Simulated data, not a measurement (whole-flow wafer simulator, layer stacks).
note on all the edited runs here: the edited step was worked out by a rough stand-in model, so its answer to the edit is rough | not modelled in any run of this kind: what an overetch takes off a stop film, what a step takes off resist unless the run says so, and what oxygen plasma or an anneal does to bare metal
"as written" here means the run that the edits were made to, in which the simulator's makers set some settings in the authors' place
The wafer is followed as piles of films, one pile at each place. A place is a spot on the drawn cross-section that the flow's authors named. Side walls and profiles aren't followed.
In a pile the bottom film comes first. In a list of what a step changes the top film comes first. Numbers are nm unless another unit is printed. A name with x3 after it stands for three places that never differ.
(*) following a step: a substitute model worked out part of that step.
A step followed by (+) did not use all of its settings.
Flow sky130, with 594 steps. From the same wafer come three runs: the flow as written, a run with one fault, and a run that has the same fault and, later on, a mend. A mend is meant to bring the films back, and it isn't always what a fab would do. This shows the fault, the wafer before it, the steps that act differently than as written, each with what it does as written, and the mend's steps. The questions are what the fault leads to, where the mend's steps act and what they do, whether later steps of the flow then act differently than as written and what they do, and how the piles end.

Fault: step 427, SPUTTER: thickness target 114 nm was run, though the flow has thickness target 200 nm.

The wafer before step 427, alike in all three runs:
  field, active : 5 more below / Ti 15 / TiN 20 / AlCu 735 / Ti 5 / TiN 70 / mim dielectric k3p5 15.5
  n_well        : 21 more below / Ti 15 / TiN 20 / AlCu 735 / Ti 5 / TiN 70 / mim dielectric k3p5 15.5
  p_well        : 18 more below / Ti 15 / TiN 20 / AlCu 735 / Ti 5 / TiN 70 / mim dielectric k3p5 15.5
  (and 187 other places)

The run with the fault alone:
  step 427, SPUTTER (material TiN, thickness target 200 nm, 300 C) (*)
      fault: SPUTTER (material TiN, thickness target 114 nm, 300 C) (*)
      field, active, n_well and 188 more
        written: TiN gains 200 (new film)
        fault: TiN gains 114 (new film)
  Steps later in the flow that act otherwise than as written (2 other steps are not shown; they differ only slightly, by no more than 2% or 0.5 nm, whichever is larger):
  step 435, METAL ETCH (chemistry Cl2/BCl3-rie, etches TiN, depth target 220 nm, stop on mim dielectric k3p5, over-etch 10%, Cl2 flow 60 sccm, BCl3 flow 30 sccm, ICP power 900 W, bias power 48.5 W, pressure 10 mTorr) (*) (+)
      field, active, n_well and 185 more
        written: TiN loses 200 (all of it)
        fault: TiN loses 114 (all of it)
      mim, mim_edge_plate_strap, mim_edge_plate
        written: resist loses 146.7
        fault: resist loses 83.6
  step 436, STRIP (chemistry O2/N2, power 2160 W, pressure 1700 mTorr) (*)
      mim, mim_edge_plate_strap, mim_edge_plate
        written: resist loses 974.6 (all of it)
        fault: resist loses 1037.7 (all of it)
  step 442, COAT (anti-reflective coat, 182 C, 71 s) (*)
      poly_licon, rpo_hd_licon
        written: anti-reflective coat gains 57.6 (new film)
        fault: anti-reflective coat gains 79.3 (new film)
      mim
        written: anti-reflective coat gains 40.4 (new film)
        fault: anti-reflective coat gains 30.2 (new film)
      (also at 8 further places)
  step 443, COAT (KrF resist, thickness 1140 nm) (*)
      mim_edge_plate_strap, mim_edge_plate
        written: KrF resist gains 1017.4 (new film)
        fault: KrF resist gains 1103.4 (new film)
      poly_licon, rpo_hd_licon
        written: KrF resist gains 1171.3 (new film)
        fault: KrF resist gains 1147.3 (new film)
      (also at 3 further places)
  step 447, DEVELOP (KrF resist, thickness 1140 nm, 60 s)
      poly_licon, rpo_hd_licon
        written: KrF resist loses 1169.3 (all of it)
        fault: KrF resist loses 1145.4 (all of it)
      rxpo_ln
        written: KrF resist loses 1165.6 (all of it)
        fault: KrF resist loses 1139.7 (all of it)
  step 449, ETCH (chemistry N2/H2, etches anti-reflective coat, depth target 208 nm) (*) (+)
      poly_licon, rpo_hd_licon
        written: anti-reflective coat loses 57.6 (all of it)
        fault: anti-reflective coat loses 79.3 (all of it)
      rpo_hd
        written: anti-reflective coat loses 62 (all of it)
        fault: anti-reflective coat loses 76 (all of it)
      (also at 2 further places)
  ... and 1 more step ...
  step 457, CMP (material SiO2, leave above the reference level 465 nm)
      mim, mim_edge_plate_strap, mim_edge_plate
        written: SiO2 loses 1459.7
        fault: SiO2 loses 1373.7
  At mim, mim_edge_plate_strap, mim_edge_plate, the piles at the end differ from the flow's by more than 2% or 0.5 nm, whichever is larger.
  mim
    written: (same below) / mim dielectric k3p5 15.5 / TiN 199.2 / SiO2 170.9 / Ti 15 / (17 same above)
    fault: (same below) / mim dielectric k3p5 15.5 / TiN 113.2 / SiO2 256.9 / Ti 15 / (17 same above)
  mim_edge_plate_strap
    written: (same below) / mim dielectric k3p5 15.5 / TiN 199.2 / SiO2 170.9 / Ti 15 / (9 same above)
    fault: (same below) / mim dielectric k3p5 15.5 / TiN 113.2 / SiO2 256.9 / Ti 15 / (9 same above)
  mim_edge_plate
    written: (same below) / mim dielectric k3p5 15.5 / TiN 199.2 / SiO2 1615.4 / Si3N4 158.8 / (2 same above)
    fault: (same below) / mim dielectric k3p5 15.5 / TiN 113.2 / SiO2 1701.4 / Si3N4 158.8 / (2 same above)

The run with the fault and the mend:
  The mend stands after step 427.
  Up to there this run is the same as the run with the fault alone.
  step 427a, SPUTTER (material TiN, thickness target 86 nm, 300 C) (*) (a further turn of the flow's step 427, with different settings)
      field, active, n_well and 188 more
        TiN gains 86
  None of the later steps of the flow acts differently than as written at any place that is followed.
  At every place that both follow, the piles at the end match the flow's.
